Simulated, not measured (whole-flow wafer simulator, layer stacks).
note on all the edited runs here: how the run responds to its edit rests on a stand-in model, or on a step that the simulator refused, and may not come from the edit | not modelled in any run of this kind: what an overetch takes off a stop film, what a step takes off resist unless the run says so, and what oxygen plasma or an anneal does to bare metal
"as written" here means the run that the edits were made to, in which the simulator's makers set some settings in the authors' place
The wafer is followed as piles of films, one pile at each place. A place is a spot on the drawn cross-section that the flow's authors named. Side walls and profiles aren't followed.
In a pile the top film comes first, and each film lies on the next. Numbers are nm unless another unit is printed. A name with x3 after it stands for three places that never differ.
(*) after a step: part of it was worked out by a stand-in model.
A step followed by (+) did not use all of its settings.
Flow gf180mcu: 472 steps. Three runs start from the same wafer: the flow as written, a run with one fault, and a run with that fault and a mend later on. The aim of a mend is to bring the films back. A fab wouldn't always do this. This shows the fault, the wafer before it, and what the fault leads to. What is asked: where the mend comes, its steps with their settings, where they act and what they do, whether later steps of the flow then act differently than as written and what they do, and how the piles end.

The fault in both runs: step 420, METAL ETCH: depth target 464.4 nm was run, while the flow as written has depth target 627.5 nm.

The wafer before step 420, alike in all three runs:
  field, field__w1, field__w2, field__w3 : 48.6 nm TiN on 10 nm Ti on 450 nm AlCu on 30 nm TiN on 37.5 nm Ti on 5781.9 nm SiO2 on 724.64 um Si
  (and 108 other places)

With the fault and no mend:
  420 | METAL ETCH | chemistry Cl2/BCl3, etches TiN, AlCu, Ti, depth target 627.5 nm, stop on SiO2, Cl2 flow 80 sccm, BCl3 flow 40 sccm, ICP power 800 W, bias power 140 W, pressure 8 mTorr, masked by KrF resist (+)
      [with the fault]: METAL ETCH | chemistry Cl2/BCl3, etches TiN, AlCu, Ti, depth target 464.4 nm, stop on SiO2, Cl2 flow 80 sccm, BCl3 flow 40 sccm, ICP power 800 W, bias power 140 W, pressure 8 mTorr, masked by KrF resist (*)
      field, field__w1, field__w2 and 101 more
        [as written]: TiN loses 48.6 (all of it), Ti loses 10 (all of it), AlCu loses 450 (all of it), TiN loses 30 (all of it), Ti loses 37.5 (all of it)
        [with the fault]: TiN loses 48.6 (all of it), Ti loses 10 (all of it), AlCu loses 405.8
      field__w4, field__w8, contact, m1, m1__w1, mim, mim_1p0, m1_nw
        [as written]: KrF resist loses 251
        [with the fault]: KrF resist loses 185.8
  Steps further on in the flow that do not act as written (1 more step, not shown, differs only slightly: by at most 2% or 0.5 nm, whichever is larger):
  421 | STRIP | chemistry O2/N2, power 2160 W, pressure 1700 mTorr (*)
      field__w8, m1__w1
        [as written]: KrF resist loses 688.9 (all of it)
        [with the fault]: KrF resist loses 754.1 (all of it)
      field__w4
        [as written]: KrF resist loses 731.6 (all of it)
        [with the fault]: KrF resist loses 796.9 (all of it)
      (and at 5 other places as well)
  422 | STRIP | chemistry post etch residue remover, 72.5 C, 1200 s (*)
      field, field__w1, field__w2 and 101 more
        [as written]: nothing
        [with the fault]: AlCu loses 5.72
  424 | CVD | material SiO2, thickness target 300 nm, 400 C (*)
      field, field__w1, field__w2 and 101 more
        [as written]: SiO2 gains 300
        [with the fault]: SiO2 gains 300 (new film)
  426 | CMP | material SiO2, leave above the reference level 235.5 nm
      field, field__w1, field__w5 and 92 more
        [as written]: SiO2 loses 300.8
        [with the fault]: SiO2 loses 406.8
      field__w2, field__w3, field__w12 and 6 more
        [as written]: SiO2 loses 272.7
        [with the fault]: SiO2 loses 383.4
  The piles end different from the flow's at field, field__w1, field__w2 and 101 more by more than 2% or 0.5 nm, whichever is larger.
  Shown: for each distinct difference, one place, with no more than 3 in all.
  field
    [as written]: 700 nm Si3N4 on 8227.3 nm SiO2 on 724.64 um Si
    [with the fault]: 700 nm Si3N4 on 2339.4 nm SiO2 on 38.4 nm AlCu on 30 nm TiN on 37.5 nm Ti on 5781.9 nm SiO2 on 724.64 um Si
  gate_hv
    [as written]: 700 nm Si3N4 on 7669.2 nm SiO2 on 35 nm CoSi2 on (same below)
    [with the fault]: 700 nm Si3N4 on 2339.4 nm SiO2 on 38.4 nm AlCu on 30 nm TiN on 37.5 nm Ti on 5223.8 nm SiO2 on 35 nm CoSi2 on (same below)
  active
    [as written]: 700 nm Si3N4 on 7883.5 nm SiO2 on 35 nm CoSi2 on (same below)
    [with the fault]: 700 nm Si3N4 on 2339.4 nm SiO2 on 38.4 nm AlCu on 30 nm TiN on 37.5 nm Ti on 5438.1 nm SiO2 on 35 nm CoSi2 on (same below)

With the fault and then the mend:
  After step 420 comes the mend.
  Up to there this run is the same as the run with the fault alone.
  420a | METAL ETCH | chemistry Cl2/BCl3, etches TiN, AlCu, Ti, depth target 163.1 nm, stop on SiO2, Cl2 flow 80 sccm, BCl3 flow 40 sccm, ICP power 800 W, bias power 140 W, pressure 8 mTorr, masked by KrF resist (+) (the flow's step 420, run once more with other settings)
      field, field__w1, field__w2 and 101 more
        AlCu loses 44.2 (all of it), TiN loses 30 (all of it), Ti loses 37.5 (all of it)
      field__w4, field__w8, contact, m1, m1__w1, mim, mim_1p0, m1_nw
        KrF resist loses 65.2
  Every later step of the flow that is run acts as written at every place that is followed.
  The piles end the same as the flow's at every place that both follow.
